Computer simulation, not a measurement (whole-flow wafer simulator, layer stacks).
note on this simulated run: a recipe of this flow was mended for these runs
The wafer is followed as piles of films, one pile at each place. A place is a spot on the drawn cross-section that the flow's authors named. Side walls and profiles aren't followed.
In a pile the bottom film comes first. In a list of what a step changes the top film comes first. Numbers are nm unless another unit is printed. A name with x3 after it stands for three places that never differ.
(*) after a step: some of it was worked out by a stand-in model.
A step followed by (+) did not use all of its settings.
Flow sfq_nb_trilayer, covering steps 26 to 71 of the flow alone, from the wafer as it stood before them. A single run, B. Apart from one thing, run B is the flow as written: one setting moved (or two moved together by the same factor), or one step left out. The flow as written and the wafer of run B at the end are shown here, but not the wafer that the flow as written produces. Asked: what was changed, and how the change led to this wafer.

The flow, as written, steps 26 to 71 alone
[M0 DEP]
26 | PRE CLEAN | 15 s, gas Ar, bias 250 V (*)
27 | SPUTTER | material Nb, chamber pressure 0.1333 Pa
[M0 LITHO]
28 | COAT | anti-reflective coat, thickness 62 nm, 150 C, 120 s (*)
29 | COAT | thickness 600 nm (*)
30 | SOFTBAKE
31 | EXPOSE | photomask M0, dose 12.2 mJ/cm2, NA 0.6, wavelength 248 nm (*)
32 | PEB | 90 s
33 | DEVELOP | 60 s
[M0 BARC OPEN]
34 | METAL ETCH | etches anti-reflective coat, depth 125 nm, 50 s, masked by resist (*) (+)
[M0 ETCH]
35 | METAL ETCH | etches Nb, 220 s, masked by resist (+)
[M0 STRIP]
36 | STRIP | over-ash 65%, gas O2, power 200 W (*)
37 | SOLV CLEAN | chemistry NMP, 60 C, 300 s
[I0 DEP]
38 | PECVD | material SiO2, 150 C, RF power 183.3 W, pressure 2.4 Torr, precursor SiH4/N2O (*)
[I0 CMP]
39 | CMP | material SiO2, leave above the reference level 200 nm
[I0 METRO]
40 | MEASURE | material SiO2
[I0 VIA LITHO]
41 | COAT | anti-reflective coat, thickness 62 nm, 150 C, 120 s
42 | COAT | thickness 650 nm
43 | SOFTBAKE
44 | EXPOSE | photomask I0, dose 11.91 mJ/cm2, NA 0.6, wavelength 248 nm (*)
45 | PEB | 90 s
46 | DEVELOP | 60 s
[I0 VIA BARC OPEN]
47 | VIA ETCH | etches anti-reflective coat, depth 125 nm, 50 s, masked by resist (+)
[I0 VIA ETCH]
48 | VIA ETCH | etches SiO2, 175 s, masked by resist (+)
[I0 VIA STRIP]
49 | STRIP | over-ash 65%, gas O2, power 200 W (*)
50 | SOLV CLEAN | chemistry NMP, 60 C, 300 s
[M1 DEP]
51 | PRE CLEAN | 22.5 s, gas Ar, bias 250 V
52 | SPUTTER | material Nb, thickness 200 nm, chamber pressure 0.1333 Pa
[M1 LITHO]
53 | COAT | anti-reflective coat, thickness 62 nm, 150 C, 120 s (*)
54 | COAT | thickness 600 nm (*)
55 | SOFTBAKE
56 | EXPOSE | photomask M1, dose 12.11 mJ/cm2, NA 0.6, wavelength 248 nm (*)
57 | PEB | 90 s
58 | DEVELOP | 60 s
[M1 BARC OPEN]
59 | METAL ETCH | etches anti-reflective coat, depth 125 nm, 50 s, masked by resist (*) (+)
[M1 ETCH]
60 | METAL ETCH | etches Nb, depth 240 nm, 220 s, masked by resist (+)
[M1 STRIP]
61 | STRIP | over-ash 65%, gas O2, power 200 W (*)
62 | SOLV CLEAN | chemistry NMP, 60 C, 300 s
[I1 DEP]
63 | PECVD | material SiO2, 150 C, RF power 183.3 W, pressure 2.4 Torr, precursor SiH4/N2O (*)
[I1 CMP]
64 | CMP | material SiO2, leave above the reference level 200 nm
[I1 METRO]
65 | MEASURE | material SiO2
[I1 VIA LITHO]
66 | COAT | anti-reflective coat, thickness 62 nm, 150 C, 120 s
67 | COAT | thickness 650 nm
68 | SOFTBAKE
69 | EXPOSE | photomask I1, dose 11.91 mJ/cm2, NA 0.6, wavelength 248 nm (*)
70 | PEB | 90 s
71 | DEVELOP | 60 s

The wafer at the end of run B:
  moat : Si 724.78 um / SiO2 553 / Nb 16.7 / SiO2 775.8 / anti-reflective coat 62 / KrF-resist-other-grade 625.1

The reason: step 35, METAL ETCH: 168 s was run, whereas the flow has 220 s.

Step by step, how the change led to this:
  35 | METAL ETCH | etches Nb, 220 s, masked by resist (+)
      moat, m0r_space_l x2: -183.3 Nb (in the flow as written it would be: -200 Nb (all of it), -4 SiO2)
      field_l, v_sur, via_wl and 100 more: -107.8 KrF-resist-other-grade (in the flow as written it would be: -141.2 KrF-resist-other-grade)
  36 | STRIP | over-ash 65%, gas O2, power 200 W (*)
      p4_fl x53, wl_j_sl x16, wl_d_sl x2: -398 KrF-resist-other-grade (all of it), -62 anti-reflective coat (all of it) (in the flow as written it would be: -364.6 KrF-resist-other-grade (all of it), -62 anti-reflective coat (all of it))
      ce_r, sp_r, be_r, r_sur: -403.8 KrF-resist-other-grade (all of it), -63.7 anti-reflective coat (all of it) (in the flow as written it would be: -370.4 KrF-resist-other-grade (all of it), -63.7 anti-reflective coat (all of it))
      (and at 28 other places as well)
  38 | PECVD | material SiO2, 150 C, RF power 183.3 W, pressure 2.4 Torr, precursor SiH4/N2O (*)
      moat, m0r_space_l x2: +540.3 SiO2 (new film) (in the flow as written it would be: +561.1 SiO2)
With metal films that touch counted as one body, moat has 1 body; the flow as written gives 0 bodies.
